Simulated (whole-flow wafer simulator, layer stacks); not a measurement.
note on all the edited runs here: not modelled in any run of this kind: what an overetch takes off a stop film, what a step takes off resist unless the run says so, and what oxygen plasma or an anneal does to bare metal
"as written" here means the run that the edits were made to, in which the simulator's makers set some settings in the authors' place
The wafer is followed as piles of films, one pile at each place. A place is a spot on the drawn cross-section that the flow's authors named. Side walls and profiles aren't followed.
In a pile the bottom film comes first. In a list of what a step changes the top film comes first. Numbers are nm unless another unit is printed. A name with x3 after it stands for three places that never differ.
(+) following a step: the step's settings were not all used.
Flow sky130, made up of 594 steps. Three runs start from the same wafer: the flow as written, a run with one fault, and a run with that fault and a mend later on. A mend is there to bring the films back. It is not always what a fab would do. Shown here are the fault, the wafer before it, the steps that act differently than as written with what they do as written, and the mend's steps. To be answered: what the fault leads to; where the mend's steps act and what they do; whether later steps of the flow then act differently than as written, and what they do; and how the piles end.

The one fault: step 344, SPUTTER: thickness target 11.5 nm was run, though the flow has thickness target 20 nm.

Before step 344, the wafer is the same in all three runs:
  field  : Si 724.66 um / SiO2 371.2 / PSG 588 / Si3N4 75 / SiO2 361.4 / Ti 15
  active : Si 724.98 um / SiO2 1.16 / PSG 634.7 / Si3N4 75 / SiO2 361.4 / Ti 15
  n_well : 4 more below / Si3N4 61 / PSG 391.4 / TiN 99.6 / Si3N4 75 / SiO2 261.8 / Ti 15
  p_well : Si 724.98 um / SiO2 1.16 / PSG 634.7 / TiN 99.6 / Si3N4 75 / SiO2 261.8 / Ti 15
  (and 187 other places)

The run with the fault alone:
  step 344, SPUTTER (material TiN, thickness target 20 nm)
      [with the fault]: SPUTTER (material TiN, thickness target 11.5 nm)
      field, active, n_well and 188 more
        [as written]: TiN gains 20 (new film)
        [with the fault]: TiN gains 11.5 (new film)
  Steps later in the flow that act otherwise than as written (19 other steps are not shown; they differ only slightly, by no more than 2% or 0.5 nm, whichever is larger):
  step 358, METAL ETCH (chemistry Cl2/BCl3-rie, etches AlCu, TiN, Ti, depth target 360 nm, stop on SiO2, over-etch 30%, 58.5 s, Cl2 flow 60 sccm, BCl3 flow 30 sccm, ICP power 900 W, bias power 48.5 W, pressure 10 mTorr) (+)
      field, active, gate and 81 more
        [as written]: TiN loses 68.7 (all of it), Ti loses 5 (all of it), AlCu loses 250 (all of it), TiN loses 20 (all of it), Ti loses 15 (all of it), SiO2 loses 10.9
        [with the fault]: TiN loses 68.7 (all of it), Ti loses 5 (all of it), AlCu loses 250 (all of it), TiN loses 11.5 (all of it), Ti loses 15 (all of it), SiO2 loses 11.8
  At n_well, p_well, gate_hv and 104 more, the piles at the end differ from the flow's by more than 2% or 0.5 nm, whichever is larger.
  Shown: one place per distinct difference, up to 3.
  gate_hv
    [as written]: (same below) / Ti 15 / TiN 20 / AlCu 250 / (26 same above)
    [with the fault]: (same below) / Ti 15 / TiN 11.5 / AlCu 250 / (26 same above)
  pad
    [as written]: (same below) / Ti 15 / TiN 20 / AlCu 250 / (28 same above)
    [with the fault]: (same below) / Ti 15 / TiN 11.5 / AlCu 250 / (28 same above)
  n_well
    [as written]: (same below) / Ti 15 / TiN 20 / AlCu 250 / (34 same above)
    [with the fault]: (same below) / Ti 15 / TiN 11.5 / AlCu 250 / (34 same above)

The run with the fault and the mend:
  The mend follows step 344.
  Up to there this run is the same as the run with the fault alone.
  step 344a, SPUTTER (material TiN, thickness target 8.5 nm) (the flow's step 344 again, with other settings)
      field, active, n_well and 188 more
        TiN gains 8.5
  Every later step of the flow that is run acts as written at every place that is followed.
  The piles end the same as the flow's at every place that both follow.
